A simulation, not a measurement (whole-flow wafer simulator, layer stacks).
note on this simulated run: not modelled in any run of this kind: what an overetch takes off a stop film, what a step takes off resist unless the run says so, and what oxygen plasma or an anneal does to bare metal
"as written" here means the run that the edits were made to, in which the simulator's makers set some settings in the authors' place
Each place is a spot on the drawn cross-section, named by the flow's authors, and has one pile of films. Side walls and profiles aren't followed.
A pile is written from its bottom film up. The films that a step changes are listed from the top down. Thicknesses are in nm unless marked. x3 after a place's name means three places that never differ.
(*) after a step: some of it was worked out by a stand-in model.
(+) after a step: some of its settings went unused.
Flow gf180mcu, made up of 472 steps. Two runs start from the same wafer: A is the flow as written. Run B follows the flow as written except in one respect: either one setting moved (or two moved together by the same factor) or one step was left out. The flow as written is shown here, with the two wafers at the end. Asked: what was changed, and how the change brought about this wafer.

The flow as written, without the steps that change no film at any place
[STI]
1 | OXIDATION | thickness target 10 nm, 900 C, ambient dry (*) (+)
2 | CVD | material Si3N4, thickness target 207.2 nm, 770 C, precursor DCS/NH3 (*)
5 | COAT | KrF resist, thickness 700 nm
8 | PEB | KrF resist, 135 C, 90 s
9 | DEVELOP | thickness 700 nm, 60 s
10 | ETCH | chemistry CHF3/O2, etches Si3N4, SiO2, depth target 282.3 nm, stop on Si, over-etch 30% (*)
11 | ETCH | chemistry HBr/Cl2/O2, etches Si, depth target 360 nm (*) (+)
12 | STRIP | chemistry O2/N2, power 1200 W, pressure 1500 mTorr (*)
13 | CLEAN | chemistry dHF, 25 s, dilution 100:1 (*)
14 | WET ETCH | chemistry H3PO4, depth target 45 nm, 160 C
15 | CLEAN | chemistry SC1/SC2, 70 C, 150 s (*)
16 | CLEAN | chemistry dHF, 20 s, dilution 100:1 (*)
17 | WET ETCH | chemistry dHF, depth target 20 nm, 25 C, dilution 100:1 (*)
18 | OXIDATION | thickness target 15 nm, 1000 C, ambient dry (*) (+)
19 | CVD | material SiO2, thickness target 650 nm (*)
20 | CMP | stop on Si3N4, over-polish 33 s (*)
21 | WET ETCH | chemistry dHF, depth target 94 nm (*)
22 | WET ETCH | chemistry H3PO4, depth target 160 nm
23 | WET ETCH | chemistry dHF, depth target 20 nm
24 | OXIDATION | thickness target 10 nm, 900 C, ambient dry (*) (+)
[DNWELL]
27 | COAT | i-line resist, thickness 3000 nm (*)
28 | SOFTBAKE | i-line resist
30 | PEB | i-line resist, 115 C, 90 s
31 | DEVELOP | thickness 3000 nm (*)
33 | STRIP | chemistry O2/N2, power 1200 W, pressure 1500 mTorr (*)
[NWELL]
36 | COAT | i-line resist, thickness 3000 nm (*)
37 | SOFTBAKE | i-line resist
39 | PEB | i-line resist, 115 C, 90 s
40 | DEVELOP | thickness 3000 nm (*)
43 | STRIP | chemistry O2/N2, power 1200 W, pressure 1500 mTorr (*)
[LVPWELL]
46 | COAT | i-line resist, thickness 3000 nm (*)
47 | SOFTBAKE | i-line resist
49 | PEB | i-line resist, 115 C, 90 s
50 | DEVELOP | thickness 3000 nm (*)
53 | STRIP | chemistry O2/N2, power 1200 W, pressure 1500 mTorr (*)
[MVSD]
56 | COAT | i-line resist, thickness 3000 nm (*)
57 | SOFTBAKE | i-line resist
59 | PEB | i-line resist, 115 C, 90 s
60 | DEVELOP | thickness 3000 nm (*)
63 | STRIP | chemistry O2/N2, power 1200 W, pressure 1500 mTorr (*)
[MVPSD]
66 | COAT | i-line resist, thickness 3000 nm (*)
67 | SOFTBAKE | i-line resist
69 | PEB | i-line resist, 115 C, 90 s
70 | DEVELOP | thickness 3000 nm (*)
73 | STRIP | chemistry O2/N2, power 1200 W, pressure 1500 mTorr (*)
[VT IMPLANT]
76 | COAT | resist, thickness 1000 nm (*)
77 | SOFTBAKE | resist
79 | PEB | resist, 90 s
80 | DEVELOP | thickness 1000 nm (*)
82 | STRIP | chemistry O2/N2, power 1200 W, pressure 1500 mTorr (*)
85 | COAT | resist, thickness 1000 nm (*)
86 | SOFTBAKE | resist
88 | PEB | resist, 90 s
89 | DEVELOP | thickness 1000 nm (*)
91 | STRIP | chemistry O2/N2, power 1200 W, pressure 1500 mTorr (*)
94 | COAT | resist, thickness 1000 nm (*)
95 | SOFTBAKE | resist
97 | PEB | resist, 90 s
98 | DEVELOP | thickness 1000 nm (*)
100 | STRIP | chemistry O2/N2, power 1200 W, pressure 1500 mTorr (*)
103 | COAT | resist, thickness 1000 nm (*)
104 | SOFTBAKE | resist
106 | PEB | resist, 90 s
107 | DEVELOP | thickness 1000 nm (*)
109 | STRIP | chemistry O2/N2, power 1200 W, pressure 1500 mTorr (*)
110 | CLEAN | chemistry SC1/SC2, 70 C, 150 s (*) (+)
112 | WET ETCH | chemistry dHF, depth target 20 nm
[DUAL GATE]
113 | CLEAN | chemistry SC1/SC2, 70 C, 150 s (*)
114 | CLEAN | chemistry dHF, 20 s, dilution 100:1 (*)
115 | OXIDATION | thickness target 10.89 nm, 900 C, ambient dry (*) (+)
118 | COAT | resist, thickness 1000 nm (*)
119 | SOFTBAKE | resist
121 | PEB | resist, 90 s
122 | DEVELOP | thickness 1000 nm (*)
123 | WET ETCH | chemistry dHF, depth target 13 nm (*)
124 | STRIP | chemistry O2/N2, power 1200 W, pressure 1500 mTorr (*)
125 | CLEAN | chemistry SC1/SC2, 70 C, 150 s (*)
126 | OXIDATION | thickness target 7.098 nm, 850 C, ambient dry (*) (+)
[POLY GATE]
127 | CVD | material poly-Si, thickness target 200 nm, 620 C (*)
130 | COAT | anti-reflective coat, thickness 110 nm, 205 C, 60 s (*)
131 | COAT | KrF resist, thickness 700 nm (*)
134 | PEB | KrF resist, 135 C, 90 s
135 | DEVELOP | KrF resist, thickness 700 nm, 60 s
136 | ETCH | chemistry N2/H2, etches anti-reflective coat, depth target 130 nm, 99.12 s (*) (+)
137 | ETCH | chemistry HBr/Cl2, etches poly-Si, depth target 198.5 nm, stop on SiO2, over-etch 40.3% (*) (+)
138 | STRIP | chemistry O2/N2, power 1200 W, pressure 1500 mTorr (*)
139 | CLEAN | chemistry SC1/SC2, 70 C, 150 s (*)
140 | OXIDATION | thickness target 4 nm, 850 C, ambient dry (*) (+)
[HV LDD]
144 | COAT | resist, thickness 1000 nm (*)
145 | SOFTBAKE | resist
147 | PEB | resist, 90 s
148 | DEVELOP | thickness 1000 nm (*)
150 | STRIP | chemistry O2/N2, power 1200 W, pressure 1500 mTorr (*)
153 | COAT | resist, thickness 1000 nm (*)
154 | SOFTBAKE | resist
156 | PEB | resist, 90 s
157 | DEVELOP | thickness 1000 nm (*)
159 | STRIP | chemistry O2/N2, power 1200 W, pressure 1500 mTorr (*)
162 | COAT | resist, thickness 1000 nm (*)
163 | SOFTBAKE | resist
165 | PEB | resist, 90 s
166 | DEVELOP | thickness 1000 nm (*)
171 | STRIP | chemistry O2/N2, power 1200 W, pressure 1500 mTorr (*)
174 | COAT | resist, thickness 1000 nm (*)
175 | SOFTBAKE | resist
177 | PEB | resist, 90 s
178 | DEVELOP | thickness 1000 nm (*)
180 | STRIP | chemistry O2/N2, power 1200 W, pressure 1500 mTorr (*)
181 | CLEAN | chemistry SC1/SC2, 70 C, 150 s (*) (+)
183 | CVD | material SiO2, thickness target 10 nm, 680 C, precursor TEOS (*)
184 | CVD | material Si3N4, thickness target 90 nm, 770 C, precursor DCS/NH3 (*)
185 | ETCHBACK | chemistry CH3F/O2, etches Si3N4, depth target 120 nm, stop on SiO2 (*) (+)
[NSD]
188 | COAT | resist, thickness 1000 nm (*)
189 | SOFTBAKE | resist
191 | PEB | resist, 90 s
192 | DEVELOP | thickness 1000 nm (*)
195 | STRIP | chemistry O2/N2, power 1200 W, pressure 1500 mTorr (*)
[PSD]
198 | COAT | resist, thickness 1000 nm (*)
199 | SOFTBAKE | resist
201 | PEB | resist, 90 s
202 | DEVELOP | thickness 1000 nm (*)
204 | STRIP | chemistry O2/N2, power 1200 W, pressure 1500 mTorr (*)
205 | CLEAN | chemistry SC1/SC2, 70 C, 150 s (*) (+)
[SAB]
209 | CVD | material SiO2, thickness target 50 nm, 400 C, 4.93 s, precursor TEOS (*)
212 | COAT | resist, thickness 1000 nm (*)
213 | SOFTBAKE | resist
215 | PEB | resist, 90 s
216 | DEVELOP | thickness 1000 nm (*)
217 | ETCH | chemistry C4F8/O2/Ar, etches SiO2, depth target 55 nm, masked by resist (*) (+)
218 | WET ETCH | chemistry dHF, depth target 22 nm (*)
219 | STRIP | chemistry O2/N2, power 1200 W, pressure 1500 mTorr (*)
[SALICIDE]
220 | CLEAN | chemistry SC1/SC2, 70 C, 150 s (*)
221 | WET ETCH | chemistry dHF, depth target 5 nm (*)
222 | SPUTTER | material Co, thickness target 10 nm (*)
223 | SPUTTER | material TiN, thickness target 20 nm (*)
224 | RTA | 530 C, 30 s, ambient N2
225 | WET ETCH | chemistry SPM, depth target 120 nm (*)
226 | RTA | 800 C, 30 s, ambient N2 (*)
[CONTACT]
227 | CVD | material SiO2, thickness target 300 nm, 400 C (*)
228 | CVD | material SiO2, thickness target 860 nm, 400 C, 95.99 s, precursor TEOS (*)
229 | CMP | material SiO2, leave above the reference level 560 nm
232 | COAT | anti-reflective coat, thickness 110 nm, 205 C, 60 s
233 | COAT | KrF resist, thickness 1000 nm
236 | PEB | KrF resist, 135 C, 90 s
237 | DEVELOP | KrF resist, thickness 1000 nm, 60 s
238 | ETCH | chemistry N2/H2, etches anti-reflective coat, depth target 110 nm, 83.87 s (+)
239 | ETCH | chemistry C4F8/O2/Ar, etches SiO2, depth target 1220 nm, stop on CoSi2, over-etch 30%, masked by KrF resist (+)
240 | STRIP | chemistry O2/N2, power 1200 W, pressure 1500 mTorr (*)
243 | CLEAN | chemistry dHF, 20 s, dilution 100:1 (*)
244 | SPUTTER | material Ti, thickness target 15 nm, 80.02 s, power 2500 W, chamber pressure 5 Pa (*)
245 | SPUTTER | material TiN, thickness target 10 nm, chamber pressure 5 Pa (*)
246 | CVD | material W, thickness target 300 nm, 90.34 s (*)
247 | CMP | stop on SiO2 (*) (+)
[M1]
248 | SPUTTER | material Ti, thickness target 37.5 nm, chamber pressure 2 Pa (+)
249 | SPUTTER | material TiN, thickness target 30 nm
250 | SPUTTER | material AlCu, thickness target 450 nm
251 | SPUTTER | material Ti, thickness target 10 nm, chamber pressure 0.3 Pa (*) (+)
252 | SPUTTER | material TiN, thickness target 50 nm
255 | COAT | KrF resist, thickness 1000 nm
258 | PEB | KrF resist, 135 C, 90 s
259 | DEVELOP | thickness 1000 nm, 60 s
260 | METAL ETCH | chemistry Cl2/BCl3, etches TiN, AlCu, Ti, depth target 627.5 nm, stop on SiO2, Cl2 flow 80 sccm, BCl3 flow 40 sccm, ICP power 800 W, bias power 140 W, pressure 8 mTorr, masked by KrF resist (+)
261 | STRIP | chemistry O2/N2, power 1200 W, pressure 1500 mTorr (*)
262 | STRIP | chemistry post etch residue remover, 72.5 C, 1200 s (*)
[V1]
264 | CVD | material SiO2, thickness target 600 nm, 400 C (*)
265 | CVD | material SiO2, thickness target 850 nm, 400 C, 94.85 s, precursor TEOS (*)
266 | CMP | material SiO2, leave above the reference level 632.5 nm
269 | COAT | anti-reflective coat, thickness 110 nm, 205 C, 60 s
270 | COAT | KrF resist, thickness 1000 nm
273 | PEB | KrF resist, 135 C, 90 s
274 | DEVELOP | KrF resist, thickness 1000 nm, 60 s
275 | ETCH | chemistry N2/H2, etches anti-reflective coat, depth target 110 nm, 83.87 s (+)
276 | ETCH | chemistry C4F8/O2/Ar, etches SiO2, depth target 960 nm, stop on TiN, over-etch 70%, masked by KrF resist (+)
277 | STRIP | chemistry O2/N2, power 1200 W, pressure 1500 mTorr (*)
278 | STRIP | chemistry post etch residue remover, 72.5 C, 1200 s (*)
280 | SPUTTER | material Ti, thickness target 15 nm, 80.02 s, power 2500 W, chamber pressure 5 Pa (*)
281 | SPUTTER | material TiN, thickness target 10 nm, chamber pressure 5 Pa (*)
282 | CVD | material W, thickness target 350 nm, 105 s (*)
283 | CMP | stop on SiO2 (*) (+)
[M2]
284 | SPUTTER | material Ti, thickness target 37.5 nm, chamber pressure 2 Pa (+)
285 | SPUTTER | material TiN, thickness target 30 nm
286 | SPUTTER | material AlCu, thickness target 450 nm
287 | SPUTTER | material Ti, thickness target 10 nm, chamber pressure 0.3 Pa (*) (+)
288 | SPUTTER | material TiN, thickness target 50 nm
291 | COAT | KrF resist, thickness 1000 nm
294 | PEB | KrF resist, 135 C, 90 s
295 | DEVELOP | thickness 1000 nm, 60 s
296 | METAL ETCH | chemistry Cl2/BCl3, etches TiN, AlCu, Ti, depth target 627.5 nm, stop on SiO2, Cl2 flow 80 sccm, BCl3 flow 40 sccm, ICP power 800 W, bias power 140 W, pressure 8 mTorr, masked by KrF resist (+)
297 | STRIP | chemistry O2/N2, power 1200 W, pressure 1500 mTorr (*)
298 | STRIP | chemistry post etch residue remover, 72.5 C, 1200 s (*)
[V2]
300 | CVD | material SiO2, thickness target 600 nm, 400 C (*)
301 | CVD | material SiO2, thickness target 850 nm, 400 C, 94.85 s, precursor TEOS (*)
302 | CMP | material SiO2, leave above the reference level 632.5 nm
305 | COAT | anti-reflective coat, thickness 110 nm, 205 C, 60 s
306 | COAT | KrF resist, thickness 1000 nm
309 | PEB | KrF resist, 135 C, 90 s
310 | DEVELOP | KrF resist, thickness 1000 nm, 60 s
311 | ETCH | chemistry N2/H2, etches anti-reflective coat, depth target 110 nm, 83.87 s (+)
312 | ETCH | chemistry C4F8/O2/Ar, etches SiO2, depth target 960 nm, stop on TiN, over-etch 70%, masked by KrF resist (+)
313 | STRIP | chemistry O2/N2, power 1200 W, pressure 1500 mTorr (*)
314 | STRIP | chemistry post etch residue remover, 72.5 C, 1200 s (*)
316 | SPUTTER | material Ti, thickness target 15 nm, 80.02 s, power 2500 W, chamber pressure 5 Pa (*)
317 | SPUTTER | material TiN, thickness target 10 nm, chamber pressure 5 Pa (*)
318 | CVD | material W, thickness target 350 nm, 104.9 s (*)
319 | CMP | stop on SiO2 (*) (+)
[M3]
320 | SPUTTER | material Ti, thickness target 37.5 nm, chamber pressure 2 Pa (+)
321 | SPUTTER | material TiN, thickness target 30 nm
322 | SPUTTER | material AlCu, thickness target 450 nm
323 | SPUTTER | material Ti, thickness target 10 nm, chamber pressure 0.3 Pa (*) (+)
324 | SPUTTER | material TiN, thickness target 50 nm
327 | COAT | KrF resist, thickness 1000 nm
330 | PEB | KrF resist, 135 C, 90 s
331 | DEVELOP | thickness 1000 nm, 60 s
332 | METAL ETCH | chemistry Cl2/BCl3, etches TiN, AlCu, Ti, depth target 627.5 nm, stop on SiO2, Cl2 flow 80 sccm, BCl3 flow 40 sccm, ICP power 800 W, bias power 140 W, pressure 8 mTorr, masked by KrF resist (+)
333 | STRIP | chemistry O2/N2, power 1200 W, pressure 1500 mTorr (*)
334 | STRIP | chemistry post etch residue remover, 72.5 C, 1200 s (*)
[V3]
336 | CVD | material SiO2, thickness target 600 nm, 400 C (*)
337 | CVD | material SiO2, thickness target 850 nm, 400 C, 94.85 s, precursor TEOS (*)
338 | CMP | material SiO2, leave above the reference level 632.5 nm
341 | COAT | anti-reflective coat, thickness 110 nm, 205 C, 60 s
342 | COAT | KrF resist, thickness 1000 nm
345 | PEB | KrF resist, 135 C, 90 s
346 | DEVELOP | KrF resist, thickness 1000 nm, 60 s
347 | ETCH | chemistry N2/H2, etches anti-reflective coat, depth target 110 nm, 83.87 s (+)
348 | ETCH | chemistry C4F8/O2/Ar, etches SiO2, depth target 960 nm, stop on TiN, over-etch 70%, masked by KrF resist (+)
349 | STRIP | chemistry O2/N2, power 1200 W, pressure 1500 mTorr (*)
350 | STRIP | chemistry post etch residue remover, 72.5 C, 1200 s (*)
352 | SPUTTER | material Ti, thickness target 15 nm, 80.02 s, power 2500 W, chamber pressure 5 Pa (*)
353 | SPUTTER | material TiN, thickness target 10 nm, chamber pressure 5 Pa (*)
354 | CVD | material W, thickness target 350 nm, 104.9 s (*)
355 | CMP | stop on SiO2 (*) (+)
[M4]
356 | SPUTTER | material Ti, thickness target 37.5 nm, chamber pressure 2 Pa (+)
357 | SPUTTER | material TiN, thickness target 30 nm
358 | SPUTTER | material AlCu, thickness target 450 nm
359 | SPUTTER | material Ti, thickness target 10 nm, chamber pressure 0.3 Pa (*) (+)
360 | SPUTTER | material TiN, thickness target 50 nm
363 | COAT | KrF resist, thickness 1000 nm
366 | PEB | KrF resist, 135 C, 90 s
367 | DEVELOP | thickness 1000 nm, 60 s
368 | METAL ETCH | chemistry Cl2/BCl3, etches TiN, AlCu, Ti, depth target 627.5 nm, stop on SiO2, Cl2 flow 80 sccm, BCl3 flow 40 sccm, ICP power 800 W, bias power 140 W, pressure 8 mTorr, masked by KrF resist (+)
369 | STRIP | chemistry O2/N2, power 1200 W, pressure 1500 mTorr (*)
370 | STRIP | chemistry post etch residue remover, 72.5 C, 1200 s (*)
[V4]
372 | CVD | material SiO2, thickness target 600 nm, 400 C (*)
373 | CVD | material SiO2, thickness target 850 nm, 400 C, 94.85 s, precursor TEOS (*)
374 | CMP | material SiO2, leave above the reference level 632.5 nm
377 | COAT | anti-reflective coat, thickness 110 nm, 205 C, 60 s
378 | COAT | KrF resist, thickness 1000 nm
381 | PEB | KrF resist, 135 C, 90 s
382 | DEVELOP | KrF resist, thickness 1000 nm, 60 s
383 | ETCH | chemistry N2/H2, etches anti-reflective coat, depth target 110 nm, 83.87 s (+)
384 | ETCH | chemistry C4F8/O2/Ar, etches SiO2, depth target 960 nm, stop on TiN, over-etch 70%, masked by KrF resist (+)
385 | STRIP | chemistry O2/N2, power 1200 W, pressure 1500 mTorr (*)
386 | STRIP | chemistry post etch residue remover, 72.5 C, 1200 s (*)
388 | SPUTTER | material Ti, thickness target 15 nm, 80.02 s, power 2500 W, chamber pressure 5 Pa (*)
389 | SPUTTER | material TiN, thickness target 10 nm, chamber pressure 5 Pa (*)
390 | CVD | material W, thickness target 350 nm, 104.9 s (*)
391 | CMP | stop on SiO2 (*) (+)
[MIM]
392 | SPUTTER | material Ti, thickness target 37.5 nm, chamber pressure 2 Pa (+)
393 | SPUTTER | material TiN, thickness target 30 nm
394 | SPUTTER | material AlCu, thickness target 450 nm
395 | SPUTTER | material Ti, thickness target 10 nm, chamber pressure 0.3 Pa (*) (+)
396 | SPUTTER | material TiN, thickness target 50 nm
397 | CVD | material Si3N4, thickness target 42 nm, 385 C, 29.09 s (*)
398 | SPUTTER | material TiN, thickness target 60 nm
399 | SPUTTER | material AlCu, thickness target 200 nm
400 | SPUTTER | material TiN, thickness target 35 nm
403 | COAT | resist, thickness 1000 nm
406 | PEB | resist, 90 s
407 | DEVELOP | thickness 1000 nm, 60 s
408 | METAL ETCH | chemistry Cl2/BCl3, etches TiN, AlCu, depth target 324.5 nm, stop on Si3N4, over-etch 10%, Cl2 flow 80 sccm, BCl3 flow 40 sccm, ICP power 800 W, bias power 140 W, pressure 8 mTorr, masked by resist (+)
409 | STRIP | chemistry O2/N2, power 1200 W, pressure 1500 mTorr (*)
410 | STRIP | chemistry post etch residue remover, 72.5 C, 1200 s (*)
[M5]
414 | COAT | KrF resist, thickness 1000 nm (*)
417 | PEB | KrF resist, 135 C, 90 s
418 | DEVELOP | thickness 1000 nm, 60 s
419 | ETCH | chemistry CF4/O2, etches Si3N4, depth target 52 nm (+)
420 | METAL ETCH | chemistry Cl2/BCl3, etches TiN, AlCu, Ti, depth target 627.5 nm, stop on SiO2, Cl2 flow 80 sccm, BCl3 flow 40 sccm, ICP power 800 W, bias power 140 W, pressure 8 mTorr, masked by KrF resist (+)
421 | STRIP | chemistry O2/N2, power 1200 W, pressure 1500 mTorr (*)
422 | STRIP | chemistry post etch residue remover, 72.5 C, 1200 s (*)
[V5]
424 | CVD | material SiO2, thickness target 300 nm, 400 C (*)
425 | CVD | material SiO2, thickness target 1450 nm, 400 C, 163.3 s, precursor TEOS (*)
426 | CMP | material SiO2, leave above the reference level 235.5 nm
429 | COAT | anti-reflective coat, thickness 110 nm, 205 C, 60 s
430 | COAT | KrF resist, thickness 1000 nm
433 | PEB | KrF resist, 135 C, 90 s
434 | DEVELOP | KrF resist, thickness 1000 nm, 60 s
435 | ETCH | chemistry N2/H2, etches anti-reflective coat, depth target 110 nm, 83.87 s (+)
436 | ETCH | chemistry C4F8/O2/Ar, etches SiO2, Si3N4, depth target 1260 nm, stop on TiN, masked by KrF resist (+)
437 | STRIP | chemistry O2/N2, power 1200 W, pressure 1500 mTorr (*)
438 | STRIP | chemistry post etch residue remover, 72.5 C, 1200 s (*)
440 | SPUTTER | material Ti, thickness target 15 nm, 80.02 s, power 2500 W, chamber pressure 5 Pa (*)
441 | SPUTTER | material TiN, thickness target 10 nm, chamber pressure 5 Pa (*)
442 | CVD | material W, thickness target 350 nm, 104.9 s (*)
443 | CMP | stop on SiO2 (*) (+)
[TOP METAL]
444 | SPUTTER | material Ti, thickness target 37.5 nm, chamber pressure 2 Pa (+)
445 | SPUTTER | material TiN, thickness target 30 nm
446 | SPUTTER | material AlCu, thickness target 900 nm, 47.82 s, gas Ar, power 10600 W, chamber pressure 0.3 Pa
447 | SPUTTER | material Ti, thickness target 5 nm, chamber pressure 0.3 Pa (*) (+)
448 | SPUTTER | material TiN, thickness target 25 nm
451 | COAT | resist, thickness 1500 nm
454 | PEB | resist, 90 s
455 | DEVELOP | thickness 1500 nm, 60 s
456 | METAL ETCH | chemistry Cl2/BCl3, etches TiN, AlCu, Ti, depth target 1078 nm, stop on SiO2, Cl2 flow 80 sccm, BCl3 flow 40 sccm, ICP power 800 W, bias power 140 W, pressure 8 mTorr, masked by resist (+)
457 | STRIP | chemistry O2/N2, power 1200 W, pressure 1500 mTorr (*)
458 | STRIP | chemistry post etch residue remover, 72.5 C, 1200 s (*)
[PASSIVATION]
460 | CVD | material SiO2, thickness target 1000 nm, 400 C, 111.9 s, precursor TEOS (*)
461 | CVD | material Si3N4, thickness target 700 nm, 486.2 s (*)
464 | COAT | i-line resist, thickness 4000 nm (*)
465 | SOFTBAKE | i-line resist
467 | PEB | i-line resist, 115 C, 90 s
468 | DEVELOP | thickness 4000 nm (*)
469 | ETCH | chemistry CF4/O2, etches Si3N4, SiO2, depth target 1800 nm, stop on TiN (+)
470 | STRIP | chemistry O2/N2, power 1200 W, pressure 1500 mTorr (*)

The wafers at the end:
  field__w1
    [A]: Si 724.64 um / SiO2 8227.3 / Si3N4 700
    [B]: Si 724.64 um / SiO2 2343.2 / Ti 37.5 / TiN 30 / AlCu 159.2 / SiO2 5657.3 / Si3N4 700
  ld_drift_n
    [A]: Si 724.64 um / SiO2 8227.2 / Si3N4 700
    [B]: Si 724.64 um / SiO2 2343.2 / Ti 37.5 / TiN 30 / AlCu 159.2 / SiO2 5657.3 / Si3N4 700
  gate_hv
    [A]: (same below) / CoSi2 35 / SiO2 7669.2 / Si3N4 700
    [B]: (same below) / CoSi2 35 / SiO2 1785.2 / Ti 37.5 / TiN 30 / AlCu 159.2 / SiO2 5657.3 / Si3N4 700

The reason: step 296, METAL ETCH: depth target 345.1 nm was run, whereas the flow has depth target 627.5 nm.

Step by step, how the change led to this:
  296 | METAL ETCH | chemistry Cl2/BCl3, etches TiN, AlCu, Ti, depth target 627.5 nm, stop on SiO2, Cl2 flow 80 sccm, BCl3 flow 40 sccm, ICP power 800 W, bias power 140 W, pressure 8 mTorr, masked by KrF resist (+)
      field, field__w1, field__w2 and 103 more: A TiN loses 50 (all of it), Ti loses 10 (all of it), AlCu loses 450 (all of it), TiN loses 30 (all of it), Ti loses 37.5 (all of it) | B TiN loses 50 (all of it), Ti loses 10 (all of it), AlCu loses 285.1
      field__w8, contact, m1, m1__w1, m1_nw: A KrF resist loses 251 | B KrF resist loses 138
  297 | STRIP | chemistry O2/N2, power 1200 W, pressure 1500 mTorr (*)
      field__w8, contact, m1, m1__w1, m1_nw: A KrF resist loses 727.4 (all of it) | B KrF resist loses 840.3 (all of it)
  298 | STRIP | chemistry post etch residue remover, 72.5 C, 1200 s (*)
      field, field__w1, field__w2 and 103 more: A nothing | B AlCu loses 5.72
  300 | CVD | material SiO2, thickness target 600 nm, 400 C (*)
      field, field__w1, field__w2 and 103 more: A SiO2 gains 600 | B SiO2 gains 600 (new film)
  302 | CMP | material SiO2, leave above the reference level 632.5 nm
      field, field__w1, field__w2 and 103 more: A SiO2 loses 300 | B SiO2 loses 526.7
With metal films that touch counted as one body, field__w1 has 1 body; the flow as written gives 0 bodies.
With metal films that touch counted as one body, ld_drift_n has 1 body; the flow as written gives 0 bodies.
With metal films that touch counted as one body, gate_hv has 2 bodies (between them, from the top down: SiO2 1785.2); the flow as written gives 1 body.
